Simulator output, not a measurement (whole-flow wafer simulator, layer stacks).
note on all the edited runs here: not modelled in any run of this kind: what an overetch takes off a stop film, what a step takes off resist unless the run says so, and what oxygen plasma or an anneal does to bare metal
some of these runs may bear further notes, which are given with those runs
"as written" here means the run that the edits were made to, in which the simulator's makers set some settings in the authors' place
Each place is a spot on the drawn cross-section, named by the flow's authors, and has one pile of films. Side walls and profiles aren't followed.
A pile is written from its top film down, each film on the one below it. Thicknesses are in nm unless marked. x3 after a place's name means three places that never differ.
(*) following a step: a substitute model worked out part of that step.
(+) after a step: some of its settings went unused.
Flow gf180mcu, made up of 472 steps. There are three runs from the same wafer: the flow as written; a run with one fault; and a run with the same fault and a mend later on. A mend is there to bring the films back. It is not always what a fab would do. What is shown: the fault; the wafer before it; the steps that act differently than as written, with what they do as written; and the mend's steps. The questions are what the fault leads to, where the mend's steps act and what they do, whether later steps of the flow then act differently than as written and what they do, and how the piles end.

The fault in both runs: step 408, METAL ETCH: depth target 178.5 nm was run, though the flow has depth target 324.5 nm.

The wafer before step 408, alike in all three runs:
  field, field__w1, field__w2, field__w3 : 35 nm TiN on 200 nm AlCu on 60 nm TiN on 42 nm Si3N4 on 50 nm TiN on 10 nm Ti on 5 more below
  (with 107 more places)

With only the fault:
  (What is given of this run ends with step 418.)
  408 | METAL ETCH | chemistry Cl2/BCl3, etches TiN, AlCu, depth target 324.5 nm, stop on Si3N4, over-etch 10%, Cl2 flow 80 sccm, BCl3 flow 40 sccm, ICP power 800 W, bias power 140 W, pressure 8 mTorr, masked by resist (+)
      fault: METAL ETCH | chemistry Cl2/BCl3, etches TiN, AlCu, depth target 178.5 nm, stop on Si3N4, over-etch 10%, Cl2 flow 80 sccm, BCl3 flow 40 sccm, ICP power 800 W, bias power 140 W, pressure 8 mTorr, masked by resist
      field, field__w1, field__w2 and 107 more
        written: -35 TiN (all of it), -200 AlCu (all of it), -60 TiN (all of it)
        fault: -35 TiN (all of it), -143.5 AlCu
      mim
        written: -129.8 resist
        fault: -71.4 resist
  Steps later in the flow that act otherwise than as written:
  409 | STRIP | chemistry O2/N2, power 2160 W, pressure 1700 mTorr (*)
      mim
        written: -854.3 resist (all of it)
        fault: -912.7 resist (all of it)
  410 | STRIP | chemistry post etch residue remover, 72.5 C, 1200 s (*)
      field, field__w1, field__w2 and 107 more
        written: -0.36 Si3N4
        fault: -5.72 AlCu
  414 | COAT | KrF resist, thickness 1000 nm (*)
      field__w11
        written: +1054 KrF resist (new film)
        fault: +1031.3 KrF resist (new film)
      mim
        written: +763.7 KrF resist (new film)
        fault: +850.1 KrF resist (new film)
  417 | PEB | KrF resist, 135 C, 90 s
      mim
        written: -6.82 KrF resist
        fault: -8.19 KrF resist
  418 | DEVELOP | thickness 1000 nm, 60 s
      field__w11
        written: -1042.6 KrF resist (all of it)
        fault: -1020.4 KrF resist (all of it)
  The piles after step 418 differ from the flow's at field, field__w1, field__w2 and 109 more by more than 2% or 0.5 nm, whichever is larger.
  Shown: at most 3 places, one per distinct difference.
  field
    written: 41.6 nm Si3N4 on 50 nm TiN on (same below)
    fault: 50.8 nm AlCu on 60 nm TiN on 42 nm Si3N4 on 50 nm TiN on (same below)
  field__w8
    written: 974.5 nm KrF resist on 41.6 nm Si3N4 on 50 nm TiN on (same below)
    fault: 974.5 nm KrF resist on 50.8 nm AlCu on 60 nm TiN on 42 nm Si3N4 on 50 nm TiN on (same below)
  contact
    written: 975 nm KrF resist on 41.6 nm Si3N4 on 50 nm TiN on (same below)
    fault: 974.8 nm KrF resist on 50.8 nm AlCu on 60 nm TiN on 42 nm Si3N4 on 50 nm TiN on (same below)

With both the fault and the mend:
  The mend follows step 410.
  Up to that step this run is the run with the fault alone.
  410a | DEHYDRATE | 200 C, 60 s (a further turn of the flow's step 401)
      alters no film at any place that is followed
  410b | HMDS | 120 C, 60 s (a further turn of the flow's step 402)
      alters no film at any place that is followed
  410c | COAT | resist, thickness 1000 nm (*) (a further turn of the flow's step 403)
      field__w8, m1__w1, iso_ptap_pw and 39 more
        +1000 resist (new film)
      p_well, sti, spacer, sd_n, mim_1p0, pad, dice_street
        +1000.4 resist (new film)
      field, ld_drift_p, ld_drn_p, ld_body_p_dnw, nw_sep_fld, m1_nw
        +1001.1 resist (new film)
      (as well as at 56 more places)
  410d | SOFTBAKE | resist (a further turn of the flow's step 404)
      field, ld_drift_p
        -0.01 resist
      field__w9, nplus_u
        -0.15 resist
      field__w2
        +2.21 resist
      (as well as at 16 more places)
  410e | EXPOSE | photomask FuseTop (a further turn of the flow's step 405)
      alters no film at any place that is followed
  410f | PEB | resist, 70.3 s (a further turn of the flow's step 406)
      field, field__w1, field__w5 and 96 more
        -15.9 resist
      field__w2, field__w3, field__w12, pplus_u, ppoly_sal, nw_enc_fld_lv__w4
        -16 resist
      field__w7, field__w11, field__w13, ppoly_u, npoly_sal
        -16.1 resist
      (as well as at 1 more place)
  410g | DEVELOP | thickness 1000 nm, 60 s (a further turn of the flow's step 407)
      field__w8, m1__w1, iso_ptap_pw and 39 more
        -984.1 resist (all of it)
      field_sub__w1, field_sub__w5, n_well, sd_p, gate_p, active_nat, nw_enc_fld_lv, nw_enc_fld_lv__w3
        -984.8 resist (all of it)
      field, ld_fp_p, ld_drift_p, ld_drn_p, ld_body_p_dnw, nw_sep_fld, m1_nw
        -985.2 resist (all of it)
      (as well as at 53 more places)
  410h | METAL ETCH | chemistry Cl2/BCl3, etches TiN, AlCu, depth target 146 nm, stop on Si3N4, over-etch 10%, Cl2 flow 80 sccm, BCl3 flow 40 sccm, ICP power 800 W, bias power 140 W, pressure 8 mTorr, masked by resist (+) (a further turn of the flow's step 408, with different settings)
      field, field__w1, field__w2 and 107 more
        -50.8 AlCu (all of it), -60 TiN (all of it)
      mim
        -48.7 resist
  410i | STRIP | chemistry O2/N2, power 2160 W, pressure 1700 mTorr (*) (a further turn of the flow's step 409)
      mim
        -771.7 resist (all of it)
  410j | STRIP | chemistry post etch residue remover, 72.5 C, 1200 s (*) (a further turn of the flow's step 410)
      field, field__w1, field__w2 and 107 more
        -0.36 Si3N4
      mim
        -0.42 TiN
  None of the later steps of the flow differs from how it acts as written, at any place that is followed, by more than 2% or 0.5 nm, whichever is larger.
  When the end is reached, the piles differ only a little from the flow's at the places that both follow, at most by 2% or 0.5 nm, whichever is larger.
